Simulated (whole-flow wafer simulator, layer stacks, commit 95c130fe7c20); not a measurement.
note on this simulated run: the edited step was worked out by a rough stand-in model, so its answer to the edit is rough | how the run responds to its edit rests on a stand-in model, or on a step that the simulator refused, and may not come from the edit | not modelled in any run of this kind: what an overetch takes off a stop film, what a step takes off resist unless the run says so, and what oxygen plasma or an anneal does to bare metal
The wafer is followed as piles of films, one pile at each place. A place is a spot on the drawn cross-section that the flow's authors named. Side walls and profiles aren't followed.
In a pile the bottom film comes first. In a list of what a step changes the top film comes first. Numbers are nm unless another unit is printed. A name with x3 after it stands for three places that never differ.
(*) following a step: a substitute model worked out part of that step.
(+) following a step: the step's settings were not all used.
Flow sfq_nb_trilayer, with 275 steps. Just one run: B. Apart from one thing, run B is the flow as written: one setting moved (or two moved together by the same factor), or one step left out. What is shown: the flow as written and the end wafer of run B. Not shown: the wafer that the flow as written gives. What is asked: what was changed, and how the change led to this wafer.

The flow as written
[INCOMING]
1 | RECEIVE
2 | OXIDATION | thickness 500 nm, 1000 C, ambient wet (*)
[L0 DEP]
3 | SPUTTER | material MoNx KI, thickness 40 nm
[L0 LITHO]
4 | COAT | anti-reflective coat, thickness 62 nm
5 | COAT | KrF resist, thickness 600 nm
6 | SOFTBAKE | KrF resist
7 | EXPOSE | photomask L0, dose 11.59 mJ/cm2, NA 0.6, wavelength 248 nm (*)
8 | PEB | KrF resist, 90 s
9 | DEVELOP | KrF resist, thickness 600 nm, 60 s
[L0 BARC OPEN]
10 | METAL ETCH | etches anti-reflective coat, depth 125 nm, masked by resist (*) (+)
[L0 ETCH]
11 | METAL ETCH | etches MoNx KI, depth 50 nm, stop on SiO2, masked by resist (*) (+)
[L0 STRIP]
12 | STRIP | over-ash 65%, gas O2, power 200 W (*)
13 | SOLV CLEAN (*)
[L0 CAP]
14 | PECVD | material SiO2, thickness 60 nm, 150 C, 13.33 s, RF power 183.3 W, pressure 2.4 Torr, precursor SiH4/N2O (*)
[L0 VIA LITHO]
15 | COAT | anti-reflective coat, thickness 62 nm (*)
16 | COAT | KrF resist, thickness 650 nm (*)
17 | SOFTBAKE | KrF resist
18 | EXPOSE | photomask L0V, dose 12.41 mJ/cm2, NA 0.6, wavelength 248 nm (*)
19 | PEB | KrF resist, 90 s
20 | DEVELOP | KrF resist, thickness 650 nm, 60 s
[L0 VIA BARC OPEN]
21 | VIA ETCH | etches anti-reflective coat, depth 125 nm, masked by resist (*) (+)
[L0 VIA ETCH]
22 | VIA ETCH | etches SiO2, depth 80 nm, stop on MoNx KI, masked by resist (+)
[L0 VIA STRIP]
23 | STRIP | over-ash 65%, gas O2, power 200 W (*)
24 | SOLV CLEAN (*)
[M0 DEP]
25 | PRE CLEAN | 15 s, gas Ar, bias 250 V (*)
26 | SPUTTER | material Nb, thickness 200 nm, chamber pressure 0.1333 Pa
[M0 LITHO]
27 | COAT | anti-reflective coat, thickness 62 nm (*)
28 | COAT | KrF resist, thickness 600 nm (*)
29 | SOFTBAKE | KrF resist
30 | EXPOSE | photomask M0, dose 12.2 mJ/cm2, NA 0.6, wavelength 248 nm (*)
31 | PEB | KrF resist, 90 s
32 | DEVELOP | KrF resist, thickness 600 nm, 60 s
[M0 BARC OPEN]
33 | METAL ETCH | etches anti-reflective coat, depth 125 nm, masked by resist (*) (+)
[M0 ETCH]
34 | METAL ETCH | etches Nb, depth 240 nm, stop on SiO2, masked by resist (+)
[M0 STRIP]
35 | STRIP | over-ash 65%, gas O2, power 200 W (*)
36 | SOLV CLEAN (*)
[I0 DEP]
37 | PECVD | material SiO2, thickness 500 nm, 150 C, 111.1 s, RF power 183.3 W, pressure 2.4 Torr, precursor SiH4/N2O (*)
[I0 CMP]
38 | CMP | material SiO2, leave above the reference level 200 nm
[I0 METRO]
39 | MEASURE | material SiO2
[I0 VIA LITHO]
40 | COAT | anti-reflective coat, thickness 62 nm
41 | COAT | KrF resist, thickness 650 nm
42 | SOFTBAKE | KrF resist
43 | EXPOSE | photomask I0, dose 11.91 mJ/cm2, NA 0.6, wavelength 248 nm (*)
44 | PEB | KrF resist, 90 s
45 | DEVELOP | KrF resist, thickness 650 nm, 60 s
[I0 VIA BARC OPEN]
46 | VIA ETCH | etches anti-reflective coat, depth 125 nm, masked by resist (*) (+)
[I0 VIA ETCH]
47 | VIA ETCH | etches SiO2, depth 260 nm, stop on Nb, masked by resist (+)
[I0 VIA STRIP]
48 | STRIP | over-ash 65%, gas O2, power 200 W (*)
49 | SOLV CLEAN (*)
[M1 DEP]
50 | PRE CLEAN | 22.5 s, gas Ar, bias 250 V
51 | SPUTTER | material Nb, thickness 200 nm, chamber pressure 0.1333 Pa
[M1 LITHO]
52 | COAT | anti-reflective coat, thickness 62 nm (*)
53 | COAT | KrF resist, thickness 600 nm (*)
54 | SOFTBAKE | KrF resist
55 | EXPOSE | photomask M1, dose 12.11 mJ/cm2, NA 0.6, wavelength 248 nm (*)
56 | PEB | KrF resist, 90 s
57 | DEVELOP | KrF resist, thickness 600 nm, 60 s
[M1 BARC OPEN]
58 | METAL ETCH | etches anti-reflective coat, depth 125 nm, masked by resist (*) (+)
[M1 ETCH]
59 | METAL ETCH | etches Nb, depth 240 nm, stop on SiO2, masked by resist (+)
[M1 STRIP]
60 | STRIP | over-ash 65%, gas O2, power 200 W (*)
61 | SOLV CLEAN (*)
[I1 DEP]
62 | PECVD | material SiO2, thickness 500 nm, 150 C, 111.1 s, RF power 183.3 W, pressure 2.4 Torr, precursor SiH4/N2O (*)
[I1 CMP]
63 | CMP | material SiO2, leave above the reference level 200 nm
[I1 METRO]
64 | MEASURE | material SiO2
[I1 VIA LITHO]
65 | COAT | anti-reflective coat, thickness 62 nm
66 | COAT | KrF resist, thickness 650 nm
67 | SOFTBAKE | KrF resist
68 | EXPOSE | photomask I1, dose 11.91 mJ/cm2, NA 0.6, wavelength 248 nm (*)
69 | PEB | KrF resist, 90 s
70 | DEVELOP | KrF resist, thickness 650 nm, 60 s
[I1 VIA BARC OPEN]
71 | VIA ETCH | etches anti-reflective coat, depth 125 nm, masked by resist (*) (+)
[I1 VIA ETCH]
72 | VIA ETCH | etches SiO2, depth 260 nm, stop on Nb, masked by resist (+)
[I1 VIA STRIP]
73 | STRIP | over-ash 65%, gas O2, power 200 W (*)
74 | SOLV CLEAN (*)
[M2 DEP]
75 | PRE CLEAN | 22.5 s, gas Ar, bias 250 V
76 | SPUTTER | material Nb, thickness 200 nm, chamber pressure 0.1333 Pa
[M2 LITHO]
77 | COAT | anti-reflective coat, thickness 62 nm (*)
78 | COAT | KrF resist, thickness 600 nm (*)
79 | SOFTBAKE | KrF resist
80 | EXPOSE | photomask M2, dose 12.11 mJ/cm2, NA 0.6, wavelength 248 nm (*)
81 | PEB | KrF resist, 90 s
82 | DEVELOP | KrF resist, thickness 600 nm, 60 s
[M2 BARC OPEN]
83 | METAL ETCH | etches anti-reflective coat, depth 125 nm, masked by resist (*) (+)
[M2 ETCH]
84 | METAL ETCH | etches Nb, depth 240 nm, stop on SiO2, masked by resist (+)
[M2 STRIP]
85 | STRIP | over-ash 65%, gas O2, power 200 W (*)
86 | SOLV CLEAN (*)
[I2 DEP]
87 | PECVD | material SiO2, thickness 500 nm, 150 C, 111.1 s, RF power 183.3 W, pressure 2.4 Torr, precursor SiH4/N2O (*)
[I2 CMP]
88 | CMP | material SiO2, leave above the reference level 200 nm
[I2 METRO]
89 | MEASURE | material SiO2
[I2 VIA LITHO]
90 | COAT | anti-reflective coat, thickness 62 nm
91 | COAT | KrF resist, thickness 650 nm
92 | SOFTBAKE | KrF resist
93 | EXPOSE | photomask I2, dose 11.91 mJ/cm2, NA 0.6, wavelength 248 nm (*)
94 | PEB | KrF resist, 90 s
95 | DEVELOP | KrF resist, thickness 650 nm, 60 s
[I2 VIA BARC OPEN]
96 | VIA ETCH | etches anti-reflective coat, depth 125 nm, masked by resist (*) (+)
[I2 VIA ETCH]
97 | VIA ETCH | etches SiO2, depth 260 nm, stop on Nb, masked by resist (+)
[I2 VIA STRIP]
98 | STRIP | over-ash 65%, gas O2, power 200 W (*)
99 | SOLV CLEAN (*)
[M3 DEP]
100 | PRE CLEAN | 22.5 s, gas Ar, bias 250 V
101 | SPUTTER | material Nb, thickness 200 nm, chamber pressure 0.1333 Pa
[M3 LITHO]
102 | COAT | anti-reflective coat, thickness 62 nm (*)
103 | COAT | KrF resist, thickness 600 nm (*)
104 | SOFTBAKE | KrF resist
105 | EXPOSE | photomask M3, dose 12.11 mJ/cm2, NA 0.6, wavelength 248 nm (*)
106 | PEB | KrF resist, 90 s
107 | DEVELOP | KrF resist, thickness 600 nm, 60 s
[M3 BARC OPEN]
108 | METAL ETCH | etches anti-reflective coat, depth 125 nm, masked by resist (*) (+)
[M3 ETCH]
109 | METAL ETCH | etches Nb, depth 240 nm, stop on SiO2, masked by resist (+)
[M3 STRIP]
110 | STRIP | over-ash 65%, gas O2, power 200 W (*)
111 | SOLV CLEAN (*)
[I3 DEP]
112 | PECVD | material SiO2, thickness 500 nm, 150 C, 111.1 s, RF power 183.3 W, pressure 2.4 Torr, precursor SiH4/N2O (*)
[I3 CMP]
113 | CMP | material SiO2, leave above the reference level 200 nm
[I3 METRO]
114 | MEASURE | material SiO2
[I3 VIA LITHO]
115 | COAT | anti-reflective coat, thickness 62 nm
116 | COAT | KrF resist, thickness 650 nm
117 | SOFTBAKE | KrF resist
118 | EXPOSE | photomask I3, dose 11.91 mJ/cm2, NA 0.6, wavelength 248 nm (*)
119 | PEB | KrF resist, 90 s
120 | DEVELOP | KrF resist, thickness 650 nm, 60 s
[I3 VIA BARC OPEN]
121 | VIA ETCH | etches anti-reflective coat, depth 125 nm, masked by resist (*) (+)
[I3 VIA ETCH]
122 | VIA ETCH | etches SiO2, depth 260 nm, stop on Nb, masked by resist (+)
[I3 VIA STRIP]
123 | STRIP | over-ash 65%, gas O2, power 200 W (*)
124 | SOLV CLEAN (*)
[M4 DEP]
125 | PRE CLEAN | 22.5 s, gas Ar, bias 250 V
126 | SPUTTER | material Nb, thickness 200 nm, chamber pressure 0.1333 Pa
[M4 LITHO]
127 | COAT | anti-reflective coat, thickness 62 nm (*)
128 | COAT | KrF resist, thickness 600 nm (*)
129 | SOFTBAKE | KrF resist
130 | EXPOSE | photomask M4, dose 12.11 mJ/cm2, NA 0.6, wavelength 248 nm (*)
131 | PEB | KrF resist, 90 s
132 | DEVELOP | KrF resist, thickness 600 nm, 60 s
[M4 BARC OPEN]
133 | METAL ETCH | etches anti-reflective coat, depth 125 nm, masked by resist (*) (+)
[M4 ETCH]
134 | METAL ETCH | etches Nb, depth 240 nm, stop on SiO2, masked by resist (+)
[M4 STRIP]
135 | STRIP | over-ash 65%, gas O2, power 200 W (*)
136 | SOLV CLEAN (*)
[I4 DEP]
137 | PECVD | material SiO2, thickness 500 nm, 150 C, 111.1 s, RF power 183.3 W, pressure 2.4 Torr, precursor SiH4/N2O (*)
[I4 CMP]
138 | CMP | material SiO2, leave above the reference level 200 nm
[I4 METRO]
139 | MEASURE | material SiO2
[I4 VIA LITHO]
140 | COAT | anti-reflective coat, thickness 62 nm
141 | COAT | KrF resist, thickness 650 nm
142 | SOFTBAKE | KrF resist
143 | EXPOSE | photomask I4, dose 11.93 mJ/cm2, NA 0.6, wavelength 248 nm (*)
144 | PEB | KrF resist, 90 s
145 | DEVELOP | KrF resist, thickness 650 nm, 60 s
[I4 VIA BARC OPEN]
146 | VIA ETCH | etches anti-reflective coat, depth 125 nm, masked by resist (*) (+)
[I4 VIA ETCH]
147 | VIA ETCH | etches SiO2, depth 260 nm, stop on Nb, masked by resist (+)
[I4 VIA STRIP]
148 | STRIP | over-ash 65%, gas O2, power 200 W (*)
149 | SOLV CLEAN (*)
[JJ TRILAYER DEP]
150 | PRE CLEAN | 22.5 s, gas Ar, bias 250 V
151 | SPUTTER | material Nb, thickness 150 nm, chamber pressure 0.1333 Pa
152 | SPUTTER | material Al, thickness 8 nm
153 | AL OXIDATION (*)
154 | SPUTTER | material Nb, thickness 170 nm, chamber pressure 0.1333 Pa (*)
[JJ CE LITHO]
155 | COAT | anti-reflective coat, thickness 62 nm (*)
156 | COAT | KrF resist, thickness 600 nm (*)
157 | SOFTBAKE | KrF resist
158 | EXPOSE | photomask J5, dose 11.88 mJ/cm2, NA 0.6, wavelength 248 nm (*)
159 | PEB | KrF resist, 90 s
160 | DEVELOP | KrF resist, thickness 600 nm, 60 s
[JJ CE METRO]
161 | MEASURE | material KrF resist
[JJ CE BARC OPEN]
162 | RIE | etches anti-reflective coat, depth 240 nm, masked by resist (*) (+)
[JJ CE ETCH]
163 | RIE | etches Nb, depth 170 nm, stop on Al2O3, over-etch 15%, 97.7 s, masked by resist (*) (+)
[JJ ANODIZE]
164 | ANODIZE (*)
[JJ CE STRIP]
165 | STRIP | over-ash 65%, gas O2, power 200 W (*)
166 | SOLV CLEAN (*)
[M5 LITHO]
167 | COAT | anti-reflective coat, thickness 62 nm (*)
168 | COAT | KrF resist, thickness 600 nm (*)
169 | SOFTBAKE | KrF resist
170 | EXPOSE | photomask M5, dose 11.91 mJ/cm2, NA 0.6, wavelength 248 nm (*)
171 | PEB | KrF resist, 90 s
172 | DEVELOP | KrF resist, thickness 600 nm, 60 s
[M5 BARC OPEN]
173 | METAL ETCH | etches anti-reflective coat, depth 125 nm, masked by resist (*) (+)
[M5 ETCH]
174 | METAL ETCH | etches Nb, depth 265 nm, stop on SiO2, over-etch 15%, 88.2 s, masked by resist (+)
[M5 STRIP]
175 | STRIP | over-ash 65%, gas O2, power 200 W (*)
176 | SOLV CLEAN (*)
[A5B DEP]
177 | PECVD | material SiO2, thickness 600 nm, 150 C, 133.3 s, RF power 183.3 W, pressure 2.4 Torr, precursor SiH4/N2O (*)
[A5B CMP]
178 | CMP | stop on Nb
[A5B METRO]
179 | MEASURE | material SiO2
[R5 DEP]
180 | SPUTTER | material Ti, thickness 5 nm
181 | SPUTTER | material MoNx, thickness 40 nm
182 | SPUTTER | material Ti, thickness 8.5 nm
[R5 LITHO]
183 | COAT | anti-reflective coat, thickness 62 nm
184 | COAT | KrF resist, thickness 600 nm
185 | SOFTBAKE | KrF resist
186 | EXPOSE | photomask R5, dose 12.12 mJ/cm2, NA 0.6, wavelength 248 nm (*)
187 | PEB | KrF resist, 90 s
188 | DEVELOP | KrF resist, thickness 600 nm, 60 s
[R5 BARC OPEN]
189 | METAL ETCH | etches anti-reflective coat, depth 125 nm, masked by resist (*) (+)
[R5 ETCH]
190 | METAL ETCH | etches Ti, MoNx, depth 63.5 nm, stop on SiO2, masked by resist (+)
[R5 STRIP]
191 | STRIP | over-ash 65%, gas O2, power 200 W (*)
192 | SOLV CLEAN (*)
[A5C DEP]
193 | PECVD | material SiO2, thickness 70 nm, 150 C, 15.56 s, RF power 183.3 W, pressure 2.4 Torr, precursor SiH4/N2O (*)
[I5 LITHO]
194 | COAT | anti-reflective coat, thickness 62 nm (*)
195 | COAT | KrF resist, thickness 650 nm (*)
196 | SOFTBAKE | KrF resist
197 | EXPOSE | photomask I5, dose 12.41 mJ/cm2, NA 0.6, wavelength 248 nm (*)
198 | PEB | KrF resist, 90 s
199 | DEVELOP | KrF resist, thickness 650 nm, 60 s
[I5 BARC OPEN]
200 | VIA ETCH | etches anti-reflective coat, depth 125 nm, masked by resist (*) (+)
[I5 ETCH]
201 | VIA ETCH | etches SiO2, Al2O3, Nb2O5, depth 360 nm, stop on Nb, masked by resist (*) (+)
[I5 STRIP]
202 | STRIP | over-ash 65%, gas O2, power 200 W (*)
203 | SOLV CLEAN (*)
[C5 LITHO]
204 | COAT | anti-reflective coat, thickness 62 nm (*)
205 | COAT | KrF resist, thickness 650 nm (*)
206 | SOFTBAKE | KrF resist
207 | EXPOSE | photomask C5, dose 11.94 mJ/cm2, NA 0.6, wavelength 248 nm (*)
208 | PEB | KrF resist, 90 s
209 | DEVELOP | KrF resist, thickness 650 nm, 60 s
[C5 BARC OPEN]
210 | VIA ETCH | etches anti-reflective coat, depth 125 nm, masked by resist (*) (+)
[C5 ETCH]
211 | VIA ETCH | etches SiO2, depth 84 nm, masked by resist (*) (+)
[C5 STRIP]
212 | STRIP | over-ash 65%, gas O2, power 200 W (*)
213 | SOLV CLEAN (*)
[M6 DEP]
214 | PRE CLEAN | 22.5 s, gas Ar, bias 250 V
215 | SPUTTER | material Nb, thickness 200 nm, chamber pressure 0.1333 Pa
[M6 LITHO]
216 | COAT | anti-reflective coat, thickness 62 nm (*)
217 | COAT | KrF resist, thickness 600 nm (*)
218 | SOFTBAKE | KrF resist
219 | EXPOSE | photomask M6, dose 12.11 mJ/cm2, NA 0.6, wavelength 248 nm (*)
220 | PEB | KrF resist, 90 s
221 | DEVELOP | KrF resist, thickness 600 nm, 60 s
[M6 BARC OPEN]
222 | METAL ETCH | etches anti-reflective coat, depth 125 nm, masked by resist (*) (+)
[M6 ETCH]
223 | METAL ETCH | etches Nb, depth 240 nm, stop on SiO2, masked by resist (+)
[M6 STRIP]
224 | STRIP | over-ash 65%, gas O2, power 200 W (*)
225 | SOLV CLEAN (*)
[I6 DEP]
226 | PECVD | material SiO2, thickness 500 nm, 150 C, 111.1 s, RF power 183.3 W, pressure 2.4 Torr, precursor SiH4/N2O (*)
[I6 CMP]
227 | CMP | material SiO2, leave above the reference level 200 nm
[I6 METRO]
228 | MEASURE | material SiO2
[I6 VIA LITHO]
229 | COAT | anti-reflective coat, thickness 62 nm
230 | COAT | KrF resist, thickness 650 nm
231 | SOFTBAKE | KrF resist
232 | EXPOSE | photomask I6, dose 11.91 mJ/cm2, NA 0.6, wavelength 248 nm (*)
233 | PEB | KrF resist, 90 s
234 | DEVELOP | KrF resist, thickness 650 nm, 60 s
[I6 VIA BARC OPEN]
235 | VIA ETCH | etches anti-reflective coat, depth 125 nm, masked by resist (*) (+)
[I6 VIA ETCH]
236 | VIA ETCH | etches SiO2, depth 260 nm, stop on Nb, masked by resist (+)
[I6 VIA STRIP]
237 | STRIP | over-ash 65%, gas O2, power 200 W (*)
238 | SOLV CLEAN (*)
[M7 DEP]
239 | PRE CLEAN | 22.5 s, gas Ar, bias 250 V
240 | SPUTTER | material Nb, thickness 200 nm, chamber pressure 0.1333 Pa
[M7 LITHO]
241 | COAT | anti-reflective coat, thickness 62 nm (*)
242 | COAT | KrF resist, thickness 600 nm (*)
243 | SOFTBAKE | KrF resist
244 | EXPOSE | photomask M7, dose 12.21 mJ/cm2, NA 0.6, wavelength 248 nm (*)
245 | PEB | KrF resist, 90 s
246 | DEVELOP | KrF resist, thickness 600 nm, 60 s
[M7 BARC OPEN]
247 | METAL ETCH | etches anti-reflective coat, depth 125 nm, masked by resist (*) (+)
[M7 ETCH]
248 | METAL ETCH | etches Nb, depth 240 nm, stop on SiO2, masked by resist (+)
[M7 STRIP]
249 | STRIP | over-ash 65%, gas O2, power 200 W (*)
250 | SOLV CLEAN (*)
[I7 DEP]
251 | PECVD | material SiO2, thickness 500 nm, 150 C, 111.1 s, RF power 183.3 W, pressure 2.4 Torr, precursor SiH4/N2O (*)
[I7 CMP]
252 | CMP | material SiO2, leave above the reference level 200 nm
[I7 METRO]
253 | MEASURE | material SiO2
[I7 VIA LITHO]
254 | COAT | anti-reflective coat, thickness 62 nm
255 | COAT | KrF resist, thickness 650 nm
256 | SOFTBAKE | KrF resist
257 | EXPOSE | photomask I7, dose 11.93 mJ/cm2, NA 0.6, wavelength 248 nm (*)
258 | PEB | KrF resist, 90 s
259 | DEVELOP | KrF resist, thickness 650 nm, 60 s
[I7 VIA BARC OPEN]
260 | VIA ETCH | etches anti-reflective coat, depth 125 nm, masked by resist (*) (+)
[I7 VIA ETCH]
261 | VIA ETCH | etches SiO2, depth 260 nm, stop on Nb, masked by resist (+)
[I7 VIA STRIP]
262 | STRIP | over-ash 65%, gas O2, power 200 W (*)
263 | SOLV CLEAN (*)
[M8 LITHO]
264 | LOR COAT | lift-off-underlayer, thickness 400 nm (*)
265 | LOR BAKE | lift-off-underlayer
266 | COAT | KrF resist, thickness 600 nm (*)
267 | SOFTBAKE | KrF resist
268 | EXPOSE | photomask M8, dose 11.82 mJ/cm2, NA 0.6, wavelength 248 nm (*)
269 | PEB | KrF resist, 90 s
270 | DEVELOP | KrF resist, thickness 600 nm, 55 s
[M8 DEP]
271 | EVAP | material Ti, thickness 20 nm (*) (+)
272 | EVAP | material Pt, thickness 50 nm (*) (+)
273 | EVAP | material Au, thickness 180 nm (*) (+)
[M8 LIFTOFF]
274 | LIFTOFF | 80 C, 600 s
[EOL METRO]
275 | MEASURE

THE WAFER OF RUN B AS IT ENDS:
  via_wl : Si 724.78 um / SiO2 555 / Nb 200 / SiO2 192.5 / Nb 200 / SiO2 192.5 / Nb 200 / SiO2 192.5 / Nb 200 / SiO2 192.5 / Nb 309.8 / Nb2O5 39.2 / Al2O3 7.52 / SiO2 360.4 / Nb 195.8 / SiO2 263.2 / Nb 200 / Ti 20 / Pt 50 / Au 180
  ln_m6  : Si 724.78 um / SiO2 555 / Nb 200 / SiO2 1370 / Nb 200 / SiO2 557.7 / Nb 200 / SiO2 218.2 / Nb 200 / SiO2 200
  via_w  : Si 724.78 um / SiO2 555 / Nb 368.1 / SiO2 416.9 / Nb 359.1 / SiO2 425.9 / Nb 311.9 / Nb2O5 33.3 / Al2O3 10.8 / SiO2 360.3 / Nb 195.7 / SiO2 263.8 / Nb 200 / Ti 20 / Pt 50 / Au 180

Cause: step 177, PECVD: thickness 315 nm was run, while the flow as written has thickness 600 nm; step 177, PECVD: 70 s was run, where the flow has 133.3 s.

The path from the change to this, step by step:
  177 | PECVD | material SiO2, thickness 600 nm, 150 C, 133.3 s, RF power 183.3 W, pressure 2.4 Torr, precursor SiH4/N2O (*)
      v_sur, via_sp, via_v and 47 more: SiO2 gains 315 (new film) (it would be, as written: SiO2 gains 600 (new film))
      field_l, p4_fl, p4_fm and 39 more: SiO2 gains 315 (it would be, as written: SiO2 gains 600)
      (and at 14 other places as well)
  178 | CMP | stop on Nb
      field_l, p4_fl, p4_fm and 39 more: nothing (it would be, as written: SiO2 loses 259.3)
      r_sur, res, r_end, moat, field_r, lsp_l: nothing (it would be, as written: SiO2 loses 252.3)
      (and at 58 other places as well)
  180 | SPUTTER | material Ti, thickness 5 nm
      via_wl, via_wr: Ti gains 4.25 (new film) (it would be, as written: Ti gains 5 (new film))
  181 | SPUTTER | material MoNx, thickness 40 nm
      via_wl, via_wr: MoNx gains 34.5 (new film) (it would be, as written: MoNx gains 40 (new film))
      r_sur: MoNx gains 39 (new film) (it would be, as written: MoNx gains 40 (new film))
  182 | SPUTTER | material Ti, thickness 8.5 nm
      via_wl, via_wr: Ti gains 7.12 (new film) (it would be, as written: Ti gains 8.5 (new film))
  183 | COAT | anti-reflective coat, thickness 62 nm
      be, jj_sur, ce_l, c5j, wl_j_sl, wl_jj: anti-reflective coat gains 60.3 (new film) (it would be, as written: anti-reflective coat gains 62 (new film))
      wire, ce_r, sp_r: anti-reflective coat gains 60.2 (new film) (it would be, as written: anti-reflective coat gains 62 (new film))
      (and at 35 other places as well)
  184 | COAT | KrF resist, thickness 600 nm
      v_sur, ln_m5: KrF resist gains 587 (new film) (it would be, as written: KrF resist gains 600 (new film))
      via_w: KrF resist gains 626.5 (new film) (it would be, as written: KrF resist gains 600 (new film))
      (and at 2 other places as well)
  188 | DEVELOP | KrF resist, thickness 600 nm, 60 s
      v_sur, ln_m5: KrF resist loses 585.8 (all of it) (it would be, as written: KrF resist loses 598.7 (all of it))
      via_w: KrF resist loses 625.2 (all of it) (it would be, as written: KrF resist loses 598.7 (all of it))
      (and at 2 other places as well)
  189 | METAL ETCH | etches anti-reflective coat, depth 125 nm, masked by resist (*) (+)
      be_r, r_sur, res, r_end, r5r_line_l, r5r_line_c, r5r_line_r: KrF resist loses 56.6 (it would be, as written: KrF resist loses 51.7)
      be, jj_sur, ce_l, c5j, wl_j_sl, wl_jj: anti-reflective coat loses 60.3 (all of it) (it would be, as written: anti-reflective coat loses 62 (all of it))
      (and at 35 other places as well)
  190 | METAL ETCH | etches Ti, MoNx, depth 63.5 nm, stop on SiO2, masked by resist (+)
      via_wl, via_wr: Ti loses 7.12 (all of it), MoNx loses 34.5 (all of it), Ti loses 4.25 (all of it) (it would be, as written: Ti loses 8.5 (all of it), MoNx loses 40 (all of it), Ti loses 5 (all of it))
  191 | STRIP | over-ash 65%, gas O2, power 200 W (*)
      be_r: KrF resist loses 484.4 (all of it), anti-reflective coat loses 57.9 (all of it) (it would be, as written: KrF resist loses 498.2 (all of it), anti-reflective coat loses 62 (all of it))
      r_sur: KrF resist loses 496.9 (all of it), anti-reflective coat loses 71.3 (all of it) (it would be, as written: KrF resist loses 498.2 (all of it), anti-reflective coat loses 62 (all of it))
      (and at 1 other place as well)
  194 | COAT | anti-reflective coat, thickness 62 nm (*)
      wl_b_sr, wl_e_sl, wl_e_sr: anti-reflective coat gains 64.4 (new film) (it would be, as written: anti-reflective coat gains 62 (new film))
      wl_b_sl, wl_g_sl: anti-reflective coat gains 64.5 (new film) (it would be, as written: anti-reflective coat gains 62 (new film))
      (and at 39 other places as well)
  195 | COAT | KrF resist, thickness 650 nm (*)
      v_sur: KrF resist gains 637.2 (new film) (it would be, as written: KrF resist gains 650.6 (new film))
      via_w: KrF resist gains 676.3 (new film) (it would be, as written: KrF resist gains 650.6 (new film))
      (and at 1 other place as well)
  200 | VIA ETCH | etches anti-reflective coat, depth 125 nm, masked by resist (*) (+)
      field_l, v_sur, via_wl and 102 more: KrF resist loses 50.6 (it would be, as written: KrF resist loses 52)
      be: anti-reflective coat loses 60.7 (all of it), SiO2 loses 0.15 (it would be, as written: anti-reflective coat loses 62.4 (all of it), SiO2 loses 0.16)
  202 | STRIP | over-ash 65%, gas O2, power 200 W (*)
      wl_b_sr, wl_e_sr: KrF resist loses 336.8 (all of it), anti-reflective coat loses 64.4 (all of it) (it would be, as written: KrF resist loses 333 (all of it), anti-reflective coat loses 62 (all of it))
      m5r_space_l, m5r_space_r: KrF resist loses 340.6 (all of it), anti-reflective coat loses 67.7 (all of it) (it would be, as written: KrF resist loses 333.1 (all of it), anti-reflective coat loses 62 (all of it))
      (and at 40 other places as well)
  204 | COAT | anti-reflective coat, thickness 62 nm (*)
      wl_b_sr, wl_e_sl, wl_e_sr: anti-reflective coat gains 64.4 (new film) (it would be, as written: anti-reflective coat gains 62 (new film))
      wl_b_sl, wl_g_sl: anti-reflective coat gains 64.5 (new film) (it would be, as written: anti-reflective coat gains 62 (new film))
      (and at 39 other places as well)
  ... another 9 steps ...
  227 | CMP | material SiO2, leave above the reference level 200 nm
      field_l, p4_fl, p4_fm and 35 more: SiO2 loses 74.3 (it would be, as written: SiO2 loses 100)
      ln_m6, wl_a_m6, wl_c_m6, wl_f_m6: SiO2 loses 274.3 (it would be, as written: SiO2 loses 300)
      (and at 14 other places as well)
